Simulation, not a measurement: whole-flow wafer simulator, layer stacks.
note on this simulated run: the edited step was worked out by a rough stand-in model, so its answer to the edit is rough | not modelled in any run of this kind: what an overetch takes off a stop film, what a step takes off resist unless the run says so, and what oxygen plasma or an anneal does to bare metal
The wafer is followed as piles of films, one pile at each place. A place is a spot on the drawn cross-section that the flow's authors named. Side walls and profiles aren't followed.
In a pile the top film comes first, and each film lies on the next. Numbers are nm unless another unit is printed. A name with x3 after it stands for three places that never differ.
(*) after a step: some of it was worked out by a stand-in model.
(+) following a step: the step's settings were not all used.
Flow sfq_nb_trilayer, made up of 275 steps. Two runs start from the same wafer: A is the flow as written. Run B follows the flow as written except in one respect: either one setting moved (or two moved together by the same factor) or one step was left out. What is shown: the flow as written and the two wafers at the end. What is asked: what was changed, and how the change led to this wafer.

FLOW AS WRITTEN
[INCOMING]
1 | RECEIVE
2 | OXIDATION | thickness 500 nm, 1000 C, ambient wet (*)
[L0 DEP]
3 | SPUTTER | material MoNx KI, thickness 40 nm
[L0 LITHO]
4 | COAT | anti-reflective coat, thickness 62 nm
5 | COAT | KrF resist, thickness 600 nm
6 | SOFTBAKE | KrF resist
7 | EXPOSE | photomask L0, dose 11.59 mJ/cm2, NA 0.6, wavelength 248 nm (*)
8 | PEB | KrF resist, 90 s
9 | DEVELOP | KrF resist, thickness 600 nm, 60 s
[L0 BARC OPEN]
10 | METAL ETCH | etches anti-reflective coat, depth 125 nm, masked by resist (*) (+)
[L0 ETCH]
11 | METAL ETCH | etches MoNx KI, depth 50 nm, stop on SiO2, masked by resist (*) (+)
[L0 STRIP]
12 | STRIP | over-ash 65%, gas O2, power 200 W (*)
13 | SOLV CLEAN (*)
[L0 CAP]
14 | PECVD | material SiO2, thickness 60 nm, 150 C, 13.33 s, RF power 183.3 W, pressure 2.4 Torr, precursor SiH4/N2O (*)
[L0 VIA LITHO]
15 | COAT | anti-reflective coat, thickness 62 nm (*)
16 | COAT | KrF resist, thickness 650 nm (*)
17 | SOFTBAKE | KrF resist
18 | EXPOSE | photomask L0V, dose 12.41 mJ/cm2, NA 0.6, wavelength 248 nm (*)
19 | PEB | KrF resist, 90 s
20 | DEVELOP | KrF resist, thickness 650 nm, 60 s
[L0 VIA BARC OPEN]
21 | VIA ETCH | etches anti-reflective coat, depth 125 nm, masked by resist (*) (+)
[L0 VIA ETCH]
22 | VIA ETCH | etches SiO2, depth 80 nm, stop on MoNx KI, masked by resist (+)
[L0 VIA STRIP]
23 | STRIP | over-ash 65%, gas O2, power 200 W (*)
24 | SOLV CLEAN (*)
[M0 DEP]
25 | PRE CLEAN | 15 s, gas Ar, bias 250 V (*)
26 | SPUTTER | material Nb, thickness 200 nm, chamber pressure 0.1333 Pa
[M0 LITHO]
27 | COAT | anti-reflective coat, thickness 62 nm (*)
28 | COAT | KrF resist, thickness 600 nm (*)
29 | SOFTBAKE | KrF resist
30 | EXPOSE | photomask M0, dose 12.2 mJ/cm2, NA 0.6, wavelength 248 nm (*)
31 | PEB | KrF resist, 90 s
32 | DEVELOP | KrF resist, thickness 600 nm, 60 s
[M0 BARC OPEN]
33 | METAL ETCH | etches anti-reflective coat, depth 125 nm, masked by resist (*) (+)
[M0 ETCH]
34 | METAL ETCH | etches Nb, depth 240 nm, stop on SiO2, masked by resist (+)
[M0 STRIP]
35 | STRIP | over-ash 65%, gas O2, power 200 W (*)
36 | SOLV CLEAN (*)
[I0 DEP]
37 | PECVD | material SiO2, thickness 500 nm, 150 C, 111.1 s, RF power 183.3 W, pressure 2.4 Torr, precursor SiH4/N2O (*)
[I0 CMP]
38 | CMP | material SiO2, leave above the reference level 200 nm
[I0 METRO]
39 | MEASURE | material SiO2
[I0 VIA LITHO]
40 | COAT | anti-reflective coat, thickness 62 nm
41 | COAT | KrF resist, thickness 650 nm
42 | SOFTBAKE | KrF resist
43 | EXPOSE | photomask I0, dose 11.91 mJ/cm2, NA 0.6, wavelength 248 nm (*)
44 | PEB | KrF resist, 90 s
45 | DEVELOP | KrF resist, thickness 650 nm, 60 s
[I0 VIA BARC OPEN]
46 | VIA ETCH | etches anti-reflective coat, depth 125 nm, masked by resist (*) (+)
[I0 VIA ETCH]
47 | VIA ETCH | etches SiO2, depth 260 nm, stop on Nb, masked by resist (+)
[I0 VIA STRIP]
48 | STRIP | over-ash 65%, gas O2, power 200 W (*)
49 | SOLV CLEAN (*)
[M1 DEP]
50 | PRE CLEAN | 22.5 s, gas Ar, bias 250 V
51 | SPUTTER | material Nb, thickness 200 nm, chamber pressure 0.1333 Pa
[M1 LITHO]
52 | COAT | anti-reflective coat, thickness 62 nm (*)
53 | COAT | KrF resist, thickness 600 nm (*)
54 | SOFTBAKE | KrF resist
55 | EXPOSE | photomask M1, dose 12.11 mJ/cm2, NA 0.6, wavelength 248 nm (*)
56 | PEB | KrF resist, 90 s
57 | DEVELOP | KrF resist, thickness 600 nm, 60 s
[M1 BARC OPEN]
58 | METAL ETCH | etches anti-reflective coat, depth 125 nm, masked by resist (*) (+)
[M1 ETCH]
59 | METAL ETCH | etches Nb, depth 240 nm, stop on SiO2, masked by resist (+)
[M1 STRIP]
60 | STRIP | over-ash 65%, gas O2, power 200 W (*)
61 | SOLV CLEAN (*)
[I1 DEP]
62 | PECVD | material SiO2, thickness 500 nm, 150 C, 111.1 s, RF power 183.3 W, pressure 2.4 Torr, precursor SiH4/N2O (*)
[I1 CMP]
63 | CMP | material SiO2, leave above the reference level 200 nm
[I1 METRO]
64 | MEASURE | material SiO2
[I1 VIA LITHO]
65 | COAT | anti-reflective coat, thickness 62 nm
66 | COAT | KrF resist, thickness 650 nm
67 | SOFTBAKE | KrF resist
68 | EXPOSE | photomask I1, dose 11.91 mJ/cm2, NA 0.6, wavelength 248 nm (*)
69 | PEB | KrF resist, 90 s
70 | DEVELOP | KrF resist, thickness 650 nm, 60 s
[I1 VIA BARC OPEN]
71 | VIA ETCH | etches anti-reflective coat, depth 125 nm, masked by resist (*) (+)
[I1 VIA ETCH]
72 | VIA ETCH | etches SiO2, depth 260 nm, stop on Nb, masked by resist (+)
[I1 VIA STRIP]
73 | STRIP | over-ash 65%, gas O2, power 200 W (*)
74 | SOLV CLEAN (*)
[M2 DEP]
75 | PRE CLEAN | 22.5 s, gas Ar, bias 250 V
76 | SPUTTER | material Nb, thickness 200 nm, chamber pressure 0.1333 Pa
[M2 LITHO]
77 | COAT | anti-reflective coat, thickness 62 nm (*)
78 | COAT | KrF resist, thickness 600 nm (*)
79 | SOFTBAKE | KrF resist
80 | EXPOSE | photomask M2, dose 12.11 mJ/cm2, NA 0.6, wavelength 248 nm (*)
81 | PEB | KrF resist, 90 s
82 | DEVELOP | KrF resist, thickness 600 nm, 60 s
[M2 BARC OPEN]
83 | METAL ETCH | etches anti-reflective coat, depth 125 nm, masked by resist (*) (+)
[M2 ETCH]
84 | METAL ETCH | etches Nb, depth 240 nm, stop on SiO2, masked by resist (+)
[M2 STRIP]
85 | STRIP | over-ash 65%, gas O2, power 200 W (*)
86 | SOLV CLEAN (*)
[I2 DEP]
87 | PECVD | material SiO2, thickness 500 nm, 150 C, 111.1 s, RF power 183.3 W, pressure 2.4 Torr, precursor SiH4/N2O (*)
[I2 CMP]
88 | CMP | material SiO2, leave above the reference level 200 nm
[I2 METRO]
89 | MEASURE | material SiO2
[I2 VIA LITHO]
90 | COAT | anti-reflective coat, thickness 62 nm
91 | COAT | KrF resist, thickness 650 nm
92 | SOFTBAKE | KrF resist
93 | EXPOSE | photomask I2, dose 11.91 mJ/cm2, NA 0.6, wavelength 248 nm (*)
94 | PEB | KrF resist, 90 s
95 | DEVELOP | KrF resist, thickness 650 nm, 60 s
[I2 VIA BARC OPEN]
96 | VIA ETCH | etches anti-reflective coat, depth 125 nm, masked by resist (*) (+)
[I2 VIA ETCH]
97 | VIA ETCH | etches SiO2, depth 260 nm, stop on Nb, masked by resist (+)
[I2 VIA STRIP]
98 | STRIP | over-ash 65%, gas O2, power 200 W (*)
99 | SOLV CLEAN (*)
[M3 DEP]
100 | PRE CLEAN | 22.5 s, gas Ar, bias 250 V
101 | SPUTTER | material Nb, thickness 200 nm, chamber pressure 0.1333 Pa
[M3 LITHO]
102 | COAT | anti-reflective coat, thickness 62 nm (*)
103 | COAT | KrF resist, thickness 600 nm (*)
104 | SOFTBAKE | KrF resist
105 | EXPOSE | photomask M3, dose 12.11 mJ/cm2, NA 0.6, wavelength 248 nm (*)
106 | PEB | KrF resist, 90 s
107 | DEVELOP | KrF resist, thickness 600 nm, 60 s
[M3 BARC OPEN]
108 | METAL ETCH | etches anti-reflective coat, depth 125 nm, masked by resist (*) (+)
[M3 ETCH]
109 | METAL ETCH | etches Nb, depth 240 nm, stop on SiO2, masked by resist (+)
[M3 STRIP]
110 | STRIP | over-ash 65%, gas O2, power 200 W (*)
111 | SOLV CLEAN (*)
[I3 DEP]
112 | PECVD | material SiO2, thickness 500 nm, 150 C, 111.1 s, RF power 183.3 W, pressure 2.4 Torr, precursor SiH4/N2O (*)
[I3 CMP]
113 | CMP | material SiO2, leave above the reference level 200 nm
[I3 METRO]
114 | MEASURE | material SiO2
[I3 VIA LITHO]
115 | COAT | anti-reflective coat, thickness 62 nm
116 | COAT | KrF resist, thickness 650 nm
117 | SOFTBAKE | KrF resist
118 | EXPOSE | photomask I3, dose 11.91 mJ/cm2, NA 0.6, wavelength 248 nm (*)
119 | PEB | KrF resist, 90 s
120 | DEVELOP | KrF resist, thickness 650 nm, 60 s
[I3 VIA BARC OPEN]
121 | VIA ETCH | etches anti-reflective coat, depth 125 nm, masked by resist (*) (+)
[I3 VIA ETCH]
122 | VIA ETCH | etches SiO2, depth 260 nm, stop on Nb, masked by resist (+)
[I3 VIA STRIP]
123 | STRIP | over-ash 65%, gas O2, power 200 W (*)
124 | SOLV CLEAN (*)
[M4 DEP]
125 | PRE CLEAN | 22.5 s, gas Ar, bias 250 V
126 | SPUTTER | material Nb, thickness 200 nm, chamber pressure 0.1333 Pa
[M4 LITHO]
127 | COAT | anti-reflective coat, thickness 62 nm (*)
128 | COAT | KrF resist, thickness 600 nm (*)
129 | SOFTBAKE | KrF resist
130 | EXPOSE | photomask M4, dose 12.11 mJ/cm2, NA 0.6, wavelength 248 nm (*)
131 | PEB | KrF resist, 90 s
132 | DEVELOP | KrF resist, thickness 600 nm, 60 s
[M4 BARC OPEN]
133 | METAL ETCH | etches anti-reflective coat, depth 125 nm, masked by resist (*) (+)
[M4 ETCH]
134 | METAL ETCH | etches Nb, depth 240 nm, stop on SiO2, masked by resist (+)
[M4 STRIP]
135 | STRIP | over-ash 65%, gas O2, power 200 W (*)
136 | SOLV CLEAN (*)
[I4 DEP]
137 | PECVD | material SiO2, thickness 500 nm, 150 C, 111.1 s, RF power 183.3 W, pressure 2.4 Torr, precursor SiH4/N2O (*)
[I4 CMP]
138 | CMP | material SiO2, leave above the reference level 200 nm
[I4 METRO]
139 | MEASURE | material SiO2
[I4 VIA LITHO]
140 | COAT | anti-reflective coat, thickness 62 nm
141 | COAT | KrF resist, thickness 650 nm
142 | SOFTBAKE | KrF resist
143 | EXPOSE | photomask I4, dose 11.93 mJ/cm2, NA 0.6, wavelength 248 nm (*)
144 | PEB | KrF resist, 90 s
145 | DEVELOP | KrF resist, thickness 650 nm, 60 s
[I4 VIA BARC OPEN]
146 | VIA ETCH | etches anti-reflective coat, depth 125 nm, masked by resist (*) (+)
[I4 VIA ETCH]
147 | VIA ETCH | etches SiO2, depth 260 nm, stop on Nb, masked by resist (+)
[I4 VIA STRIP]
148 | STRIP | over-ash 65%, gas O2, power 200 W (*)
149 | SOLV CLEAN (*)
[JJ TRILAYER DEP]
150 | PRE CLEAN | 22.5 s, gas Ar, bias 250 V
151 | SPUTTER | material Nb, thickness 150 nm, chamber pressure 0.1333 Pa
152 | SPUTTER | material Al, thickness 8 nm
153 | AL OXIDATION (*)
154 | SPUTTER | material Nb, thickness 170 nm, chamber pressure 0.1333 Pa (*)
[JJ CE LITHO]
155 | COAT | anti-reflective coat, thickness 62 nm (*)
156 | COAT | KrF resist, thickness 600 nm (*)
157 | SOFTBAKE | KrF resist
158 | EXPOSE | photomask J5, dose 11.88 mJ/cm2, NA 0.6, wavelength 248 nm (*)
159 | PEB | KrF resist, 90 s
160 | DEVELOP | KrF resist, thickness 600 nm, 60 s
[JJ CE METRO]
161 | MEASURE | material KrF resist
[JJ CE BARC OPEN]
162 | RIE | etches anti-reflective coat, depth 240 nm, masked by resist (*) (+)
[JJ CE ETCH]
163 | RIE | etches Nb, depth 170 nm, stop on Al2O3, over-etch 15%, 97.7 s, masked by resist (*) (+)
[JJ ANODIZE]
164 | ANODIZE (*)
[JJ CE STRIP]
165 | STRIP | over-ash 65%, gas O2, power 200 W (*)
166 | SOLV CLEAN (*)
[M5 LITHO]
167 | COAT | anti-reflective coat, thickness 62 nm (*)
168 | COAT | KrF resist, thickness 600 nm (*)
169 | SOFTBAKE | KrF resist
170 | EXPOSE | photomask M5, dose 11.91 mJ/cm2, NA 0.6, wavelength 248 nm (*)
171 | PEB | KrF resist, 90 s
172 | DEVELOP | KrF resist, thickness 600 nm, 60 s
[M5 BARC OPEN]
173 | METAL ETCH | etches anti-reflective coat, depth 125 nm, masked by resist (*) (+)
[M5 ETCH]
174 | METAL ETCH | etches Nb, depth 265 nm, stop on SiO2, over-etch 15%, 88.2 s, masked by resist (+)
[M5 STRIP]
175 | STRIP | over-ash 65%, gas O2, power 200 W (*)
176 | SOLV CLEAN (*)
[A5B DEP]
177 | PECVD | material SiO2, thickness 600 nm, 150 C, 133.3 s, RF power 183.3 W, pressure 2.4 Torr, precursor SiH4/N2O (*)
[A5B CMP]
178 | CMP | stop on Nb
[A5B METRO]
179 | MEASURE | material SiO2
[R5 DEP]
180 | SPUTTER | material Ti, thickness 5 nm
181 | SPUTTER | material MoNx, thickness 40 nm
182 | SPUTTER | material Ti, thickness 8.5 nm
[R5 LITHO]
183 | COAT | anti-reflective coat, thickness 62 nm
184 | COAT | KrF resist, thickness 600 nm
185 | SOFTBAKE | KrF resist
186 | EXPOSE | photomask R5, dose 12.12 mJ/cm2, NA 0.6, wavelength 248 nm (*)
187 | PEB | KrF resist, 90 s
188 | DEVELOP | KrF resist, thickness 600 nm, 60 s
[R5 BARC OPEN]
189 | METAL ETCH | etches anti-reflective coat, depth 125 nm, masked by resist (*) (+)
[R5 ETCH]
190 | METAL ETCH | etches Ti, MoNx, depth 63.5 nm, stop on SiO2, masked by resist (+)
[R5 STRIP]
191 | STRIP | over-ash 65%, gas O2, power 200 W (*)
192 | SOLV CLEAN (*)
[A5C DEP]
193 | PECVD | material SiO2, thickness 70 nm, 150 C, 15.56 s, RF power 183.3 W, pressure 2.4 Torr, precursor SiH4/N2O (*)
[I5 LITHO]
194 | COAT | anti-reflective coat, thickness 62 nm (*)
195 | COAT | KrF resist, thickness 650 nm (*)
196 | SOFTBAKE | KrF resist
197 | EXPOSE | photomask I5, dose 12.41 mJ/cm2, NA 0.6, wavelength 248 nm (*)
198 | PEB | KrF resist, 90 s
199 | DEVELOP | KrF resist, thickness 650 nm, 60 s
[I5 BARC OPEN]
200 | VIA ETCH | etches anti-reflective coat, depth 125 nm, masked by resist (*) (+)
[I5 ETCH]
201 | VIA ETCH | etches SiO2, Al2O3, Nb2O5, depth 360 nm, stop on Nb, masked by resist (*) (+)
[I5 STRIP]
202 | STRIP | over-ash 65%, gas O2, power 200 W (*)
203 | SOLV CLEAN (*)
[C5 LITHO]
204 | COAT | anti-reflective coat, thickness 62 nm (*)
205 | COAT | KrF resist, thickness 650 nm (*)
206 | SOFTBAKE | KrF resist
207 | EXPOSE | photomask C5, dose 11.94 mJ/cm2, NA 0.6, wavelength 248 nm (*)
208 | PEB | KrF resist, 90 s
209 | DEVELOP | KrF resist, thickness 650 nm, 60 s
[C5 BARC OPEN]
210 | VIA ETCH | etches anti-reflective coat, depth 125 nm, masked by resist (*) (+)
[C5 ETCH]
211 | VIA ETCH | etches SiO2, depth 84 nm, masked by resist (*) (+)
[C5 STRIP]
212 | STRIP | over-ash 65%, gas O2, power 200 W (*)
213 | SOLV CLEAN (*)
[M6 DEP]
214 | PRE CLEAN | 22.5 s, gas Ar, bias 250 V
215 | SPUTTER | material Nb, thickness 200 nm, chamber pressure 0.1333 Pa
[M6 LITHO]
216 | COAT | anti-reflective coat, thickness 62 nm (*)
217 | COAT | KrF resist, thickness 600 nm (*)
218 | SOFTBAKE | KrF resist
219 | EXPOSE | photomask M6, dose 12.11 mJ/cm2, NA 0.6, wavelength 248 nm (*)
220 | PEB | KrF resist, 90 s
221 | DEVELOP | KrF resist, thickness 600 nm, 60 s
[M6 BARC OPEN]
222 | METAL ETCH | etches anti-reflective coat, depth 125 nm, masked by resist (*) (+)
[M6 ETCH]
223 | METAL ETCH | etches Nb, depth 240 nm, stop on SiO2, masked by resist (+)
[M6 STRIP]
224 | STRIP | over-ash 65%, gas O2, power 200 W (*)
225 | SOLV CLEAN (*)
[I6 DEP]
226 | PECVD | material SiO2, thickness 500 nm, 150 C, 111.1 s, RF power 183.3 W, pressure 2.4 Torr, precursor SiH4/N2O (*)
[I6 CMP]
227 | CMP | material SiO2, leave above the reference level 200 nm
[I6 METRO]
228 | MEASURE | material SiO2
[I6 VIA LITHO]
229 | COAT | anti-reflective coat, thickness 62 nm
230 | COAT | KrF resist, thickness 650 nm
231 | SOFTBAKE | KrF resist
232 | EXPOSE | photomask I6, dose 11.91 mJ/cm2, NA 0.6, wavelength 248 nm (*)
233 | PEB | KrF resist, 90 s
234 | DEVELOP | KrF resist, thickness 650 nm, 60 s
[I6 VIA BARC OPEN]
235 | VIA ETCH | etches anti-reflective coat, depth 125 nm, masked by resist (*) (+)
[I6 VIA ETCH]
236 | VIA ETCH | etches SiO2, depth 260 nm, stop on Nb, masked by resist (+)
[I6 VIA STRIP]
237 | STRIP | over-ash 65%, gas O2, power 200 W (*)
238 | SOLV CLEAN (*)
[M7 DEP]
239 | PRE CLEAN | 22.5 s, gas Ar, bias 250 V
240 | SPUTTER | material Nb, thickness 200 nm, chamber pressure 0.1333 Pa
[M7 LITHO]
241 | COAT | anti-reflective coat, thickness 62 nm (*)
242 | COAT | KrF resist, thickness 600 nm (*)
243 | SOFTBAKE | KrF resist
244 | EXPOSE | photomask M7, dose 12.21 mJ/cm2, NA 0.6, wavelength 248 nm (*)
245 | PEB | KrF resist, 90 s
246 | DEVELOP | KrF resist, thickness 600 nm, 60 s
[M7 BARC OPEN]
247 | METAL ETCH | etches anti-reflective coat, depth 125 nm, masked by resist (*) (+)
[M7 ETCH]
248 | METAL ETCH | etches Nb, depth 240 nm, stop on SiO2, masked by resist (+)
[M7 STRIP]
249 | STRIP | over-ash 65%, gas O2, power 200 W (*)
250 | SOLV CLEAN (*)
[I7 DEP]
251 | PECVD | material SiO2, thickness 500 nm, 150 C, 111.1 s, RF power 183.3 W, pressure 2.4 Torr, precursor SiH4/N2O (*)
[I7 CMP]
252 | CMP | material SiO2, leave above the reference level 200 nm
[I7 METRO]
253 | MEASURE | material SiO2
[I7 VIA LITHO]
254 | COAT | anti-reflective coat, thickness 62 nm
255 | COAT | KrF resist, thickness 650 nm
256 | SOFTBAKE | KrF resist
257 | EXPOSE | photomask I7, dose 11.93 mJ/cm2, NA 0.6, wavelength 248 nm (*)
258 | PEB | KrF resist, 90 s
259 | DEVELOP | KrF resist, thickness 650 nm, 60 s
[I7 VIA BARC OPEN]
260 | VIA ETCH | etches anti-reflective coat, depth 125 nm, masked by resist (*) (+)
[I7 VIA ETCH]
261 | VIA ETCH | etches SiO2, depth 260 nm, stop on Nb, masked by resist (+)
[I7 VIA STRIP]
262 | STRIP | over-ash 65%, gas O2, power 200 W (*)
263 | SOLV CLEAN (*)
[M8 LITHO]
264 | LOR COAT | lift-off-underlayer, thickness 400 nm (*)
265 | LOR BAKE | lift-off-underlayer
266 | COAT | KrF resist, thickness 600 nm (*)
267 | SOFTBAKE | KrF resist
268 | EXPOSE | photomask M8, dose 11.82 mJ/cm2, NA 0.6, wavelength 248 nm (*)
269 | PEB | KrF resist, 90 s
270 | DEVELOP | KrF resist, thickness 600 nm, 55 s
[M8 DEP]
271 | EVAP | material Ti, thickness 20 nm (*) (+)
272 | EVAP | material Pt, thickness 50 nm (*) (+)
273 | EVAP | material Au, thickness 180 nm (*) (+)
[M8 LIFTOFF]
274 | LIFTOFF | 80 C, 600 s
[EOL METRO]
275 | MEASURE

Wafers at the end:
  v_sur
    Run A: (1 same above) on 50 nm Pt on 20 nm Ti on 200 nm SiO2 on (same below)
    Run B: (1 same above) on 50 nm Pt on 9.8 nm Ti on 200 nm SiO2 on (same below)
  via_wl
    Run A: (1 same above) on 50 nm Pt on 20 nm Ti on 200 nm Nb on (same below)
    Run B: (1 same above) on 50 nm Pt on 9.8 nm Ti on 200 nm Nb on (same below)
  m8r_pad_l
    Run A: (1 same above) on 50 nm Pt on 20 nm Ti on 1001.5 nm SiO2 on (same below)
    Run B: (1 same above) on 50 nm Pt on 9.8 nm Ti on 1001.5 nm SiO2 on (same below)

The reason: step 271, EVAP: thickness 9.8 nm was run, though the flow has thickness 20 nm.
One can read it off the wafer: v_sur has Ti 9.8, and step 271 as written asks for 20 nm.

How this came from the change, step by step:
  271 | EVAP | material Ti, thickness 20 nm (*) (+)
      field_l, v_sur, via_wl and 103 more: A +20 Ti (new film) | B +9.8 Ti (new film)
  274 | LIFTOFF | 80 C, 600 s
      p4_fl, p4_fm, p4_w1 and 71 more: A -180 Au (all of it), -50 Pt (all of it), -20 Ti (all of it), -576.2 KrF resist (all of it), -400 lift-off-underlayer (all of it) | B -180 Au (all of it), -50 Pt (all of it), -9.8 Ti (all of it), -576.2 KrF resist (all of it), -400 lift-off-underlayer (all of it)
      c5j, ce_r: A -180 Au (all of it), -50 Pt (all of it), -20 Ti (all of it), -573.3 KrF resist (all of it), -399.3 lift-off-underlayer (all of it) | B -180 Au (all of it), -50 Pt (all of it), -9.8 Ti (all of it), -573.3 KrF resist (all of it), -399.3 lift-off-underlayer (all of it)
      (as well as at 19 more places)
